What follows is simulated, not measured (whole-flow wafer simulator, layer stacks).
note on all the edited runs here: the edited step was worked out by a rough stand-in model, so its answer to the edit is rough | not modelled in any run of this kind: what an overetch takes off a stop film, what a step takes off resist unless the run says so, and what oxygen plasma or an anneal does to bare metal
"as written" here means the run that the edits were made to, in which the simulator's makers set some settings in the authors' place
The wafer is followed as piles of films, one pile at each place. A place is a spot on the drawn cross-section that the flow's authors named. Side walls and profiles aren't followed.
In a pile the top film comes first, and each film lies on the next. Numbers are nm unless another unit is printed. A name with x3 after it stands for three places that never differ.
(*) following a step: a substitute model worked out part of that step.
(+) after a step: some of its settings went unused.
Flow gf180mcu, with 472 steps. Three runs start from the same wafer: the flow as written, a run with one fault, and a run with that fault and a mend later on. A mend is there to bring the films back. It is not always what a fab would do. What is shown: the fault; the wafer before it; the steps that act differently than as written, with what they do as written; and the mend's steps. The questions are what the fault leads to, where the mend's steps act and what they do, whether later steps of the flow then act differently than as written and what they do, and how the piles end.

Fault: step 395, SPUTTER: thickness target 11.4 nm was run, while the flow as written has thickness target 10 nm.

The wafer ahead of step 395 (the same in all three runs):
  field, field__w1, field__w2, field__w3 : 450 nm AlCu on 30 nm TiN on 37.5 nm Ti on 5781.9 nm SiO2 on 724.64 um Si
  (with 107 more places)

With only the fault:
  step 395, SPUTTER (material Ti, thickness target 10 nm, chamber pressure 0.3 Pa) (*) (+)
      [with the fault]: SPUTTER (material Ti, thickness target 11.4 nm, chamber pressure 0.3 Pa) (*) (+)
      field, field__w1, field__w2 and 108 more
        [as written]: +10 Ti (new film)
        [with the fault]: +11.4 Ti (new film)
  Steps later in the flow that act otherwise than as written (1 more step, not shown, differs only slightly: by at most 2% or 0.5 nm, whichever is larger):
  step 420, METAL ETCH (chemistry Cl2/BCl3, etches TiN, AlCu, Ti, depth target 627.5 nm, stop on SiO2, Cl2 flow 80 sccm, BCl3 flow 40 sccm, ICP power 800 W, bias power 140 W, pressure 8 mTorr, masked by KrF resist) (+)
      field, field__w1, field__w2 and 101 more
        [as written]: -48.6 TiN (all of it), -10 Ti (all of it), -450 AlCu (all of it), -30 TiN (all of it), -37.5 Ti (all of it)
        [with the fault]: -48.6 TiN (all of it), -11.4 Ti (all of it), -450 AlCu (all of it), -30 TiN (all of it), -37.5 Ti (all of it)
  The piles end different from the flow's at field__w4, field__w8, contact, m1, m1__w1, mim, mim_1p0, m1_nw by more than 2% or 0.5 nm, whichever is larger.
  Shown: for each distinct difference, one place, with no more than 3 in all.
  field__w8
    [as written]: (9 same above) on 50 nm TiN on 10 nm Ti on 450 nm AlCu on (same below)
    [with the fault]: (9 same above) on 50 nm TiN on 11.4 nm Ti on 450 nm AlCu on (same below)
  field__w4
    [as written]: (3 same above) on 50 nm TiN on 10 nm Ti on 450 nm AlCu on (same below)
    [with the fault]: (3 same above) on 50 nm TiN on 11.4 nm Ti on 450 nm AlCu on (same below)
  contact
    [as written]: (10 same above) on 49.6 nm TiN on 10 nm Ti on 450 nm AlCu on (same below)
    [with the fault]: (10 same above) on 49.6 nm TiN on 11.4 nm Ti on 450 nm AlCu on (same below)

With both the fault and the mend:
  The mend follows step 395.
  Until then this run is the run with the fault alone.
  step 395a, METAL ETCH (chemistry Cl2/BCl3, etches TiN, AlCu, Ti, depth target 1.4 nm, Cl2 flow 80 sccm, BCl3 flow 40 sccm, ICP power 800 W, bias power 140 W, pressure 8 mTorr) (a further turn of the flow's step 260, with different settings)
      field, field__w1, field__w2 and 108 more
        -1.4 Ti
  None of the later steps of the flow acts differently than as written at any place that is followed.
  The piles end the same as the flow's at every place that both follow.
